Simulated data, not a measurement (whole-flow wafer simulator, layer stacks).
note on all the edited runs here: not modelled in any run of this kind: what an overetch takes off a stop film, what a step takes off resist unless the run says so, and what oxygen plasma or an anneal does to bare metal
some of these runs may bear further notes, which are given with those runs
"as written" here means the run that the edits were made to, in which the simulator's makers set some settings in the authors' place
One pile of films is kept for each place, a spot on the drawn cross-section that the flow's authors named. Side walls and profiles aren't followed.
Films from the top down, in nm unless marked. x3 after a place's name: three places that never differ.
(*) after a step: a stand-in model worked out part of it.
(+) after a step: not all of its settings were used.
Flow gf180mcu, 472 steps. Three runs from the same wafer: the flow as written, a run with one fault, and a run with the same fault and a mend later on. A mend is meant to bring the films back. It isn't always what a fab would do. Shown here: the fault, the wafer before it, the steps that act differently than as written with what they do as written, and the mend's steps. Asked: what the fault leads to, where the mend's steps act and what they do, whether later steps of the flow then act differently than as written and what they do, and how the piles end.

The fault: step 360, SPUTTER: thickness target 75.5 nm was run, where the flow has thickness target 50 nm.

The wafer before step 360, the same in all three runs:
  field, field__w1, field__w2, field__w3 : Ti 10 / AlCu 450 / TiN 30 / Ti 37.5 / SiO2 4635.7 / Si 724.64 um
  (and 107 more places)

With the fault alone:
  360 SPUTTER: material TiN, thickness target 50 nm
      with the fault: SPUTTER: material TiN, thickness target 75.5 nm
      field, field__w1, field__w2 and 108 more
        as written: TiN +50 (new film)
        with the fault: TiN +75.5 (new film)
  Later steps of the flow that act differently than as written (3 more steps differ only slightly, by at most 2% or 0.5 nm, whichever is larger, and aren't shown):
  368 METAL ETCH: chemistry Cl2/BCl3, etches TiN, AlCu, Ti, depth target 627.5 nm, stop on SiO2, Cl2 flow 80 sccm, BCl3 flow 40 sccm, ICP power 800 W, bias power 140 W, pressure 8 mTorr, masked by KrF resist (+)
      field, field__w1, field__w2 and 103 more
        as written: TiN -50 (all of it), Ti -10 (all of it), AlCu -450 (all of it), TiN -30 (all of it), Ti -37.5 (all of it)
        with the fault: TiN -75.5 (all of it), Ti -10 (all of it), AlCu -450 (all of it), TiN -30 (all of it), Ti -37.5 (all of it)
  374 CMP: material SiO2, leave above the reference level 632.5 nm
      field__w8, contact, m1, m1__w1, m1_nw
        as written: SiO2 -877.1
        with the fault: SiO2 -902.6
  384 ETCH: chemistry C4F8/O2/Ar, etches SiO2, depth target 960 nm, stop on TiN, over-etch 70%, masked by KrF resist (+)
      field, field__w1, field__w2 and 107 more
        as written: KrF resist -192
        with the fault: KrF resist -186
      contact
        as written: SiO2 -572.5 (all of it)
        with the fault: SiO2 -547 (all of it)
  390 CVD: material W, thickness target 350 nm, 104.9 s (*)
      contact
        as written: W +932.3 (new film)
        with the fault: W +906.5 (new film)
  At the end the piles differ from the flow's by more than 2% or 0.5 nm, whichever is larger, at field__w8, contact, m1, m1__w1, m1_nw.
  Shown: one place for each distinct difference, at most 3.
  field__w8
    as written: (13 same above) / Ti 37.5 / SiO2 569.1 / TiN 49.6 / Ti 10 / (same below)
    with the fault: (13 same above) / Ti 37.5 / SiO2 543.6 / TiN 75.1 / Ti 10 / (same below)
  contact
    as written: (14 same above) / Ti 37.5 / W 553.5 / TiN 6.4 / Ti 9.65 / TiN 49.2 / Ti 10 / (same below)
    with the fault: (14 same above) / Ti 37.5 / W 527.8 / TiN 6.5 / Ti 9.8 / TiN 74.7 / Ti 10 / (same below)

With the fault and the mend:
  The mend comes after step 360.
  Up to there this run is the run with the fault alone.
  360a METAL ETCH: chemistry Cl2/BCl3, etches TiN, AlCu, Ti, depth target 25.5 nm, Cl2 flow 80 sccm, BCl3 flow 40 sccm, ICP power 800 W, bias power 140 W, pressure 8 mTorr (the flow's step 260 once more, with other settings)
      field, field__w1, field__w2 and 108 more
        TiN -25.5
  No later step of the flow acts differently than as written at any place that is followed.
  At the end the piles are the same as the flow's at every place that both follow.
